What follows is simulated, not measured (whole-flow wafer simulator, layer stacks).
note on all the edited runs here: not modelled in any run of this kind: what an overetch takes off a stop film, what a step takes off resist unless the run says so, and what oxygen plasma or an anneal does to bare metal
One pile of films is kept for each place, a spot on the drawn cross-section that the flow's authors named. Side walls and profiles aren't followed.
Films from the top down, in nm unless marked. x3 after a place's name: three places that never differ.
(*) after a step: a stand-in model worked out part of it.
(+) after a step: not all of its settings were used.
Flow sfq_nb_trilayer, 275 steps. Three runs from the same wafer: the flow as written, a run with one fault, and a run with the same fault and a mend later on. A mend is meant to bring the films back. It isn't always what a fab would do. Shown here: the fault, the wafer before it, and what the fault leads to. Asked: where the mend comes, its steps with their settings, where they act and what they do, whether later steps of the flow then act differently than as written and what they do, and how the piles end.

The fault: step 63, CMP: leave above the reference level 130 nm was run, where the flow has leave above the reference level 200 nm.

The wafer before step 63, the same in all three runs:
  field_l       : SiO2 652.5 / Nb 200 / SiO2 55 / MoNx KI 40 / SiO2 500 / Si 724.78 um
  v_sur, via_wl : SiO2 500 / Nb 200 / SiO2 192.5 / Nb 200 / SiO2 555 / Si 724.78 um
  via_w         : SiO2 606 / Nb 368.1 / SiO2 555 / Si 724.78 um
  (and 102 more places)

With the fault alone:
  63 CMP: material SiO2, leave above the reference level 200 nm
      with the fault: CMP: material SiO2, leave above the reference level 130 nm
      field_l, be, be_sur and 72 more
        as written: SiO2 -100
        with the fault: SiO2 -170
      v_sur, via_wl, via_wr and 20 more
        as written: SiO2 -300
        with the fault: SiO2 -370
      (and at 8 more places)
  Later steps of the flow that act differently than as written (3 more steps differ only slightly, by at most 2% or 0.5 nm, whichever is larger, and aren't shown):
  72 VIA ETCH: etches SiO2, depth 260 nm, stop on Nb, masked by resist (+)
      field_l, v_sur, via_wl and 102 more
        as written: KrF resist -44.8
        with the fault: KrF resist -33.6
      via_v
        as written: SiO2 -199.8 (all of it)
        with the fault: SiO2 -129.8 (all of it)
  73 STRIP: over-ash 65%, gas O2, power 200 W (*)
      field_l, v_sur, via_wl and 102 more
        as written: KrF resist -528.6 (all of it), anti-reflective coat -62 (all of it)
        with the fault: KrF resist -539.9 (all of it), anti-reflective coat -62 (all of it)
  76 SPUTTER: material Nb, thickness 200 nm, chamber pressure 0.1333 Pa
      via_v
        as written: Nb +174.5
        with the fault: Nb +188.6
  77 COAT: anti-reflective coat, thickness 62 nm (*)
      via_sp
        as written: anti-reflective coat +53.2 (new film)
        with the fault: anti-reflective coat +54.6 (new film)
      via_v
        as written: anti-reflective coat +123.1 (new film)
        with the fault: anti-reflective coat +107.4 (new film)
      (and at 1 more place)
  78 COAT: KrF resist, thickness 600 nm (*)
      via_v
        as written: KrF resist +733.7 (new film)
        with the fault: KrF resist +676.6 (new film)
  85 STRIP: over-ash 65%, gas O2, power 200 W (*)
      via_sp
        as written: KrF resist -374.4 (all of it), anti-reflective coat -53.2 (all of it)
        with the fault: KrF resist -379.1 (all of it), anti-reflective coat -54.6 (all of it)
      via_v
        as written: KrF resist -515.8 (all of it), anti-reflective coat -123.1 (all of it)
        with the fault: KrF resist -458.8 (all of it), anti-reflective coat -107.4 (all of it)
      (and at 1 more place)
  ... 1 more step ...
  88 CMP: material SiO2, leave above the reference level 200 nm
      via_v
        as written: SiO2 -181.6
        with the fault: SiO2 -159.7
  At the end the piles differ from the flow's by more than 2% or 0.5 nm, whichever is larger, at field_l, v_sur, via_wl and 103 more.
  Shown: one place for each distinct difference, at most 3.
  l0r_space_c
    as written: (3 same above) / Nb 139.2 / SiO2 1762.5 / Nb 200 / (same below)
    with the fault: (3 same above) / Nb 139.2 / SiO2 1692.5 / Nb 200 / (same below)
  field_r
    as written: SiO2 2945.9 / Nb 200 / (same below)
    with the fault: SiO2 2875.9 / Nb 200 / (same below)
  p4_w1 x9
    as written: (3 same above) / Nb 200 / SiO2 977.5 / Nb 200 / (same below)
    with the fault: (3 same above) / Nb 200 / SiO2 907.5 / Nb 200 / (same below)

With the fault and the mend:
  The mend comes after step 70.
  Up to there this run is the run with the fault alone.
  70a STRIP: over-ash 65%, gas O2, power 200 W (*)
      field_l, v_sur, via_wl and 102 more
        KrF resist -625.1 (all of it), anti-reflective coat -62 (all of it)
      via_v
        anti-reflective coat -62 (all of it)
  70b PECVD: material SiO2, thickness 70 nm, 150 C, 15.56 s, RF power 183.3 W, pressure 2.4 Torr, precursor SiH4/N2O (the flow's step 62 once more, with other settings)
      field_l, v_sur, via_wl and 103 more
        SiO2 +70
  70c COAT: anti-reflective coat, thickness 62 nm (the flow's step 65 once more)
      field_l, v_sur, via_wl and 103 more
        anti-reflective coat +62 (new film)
  70d COAT: KrF resist, thickness 650 nm (the flow's step 66 once more)
      field_l, v_sur, via_wl and 103 more
        KrF resist +650 (new film)
  70e SOFTBAKE: KrF resist (the flow's step 67 once more)
      changes no film at any place that is followed
  70f EXPOSE: photomask I1, dose 11.91 mJ/cm2, NA 0.6, wavelength 248 nm (*) (the flow's step 68 once more)
      changes no film at any place that is followed
  70g PEB: KrF resist, 90 s (the flow's step 69 once more)
      field_l, v_sur, via_wl and 103 more
        KrF resist -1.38
  70h DEVELOP: KrF resist, thickness 650 nm, 60 s (the flow's step 70 once more)
      field_l, v_sur, via_wl and 102 more
        KrF resist -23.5
      via_v
        KrF resist -648.6 (all of it)
  No later step of the flow acts differently than as written, at any place that is followed, by more than 2% or 0.5 nm, whichever is larger.
  At the end the piles are the same as the flow's at every place that both follow.
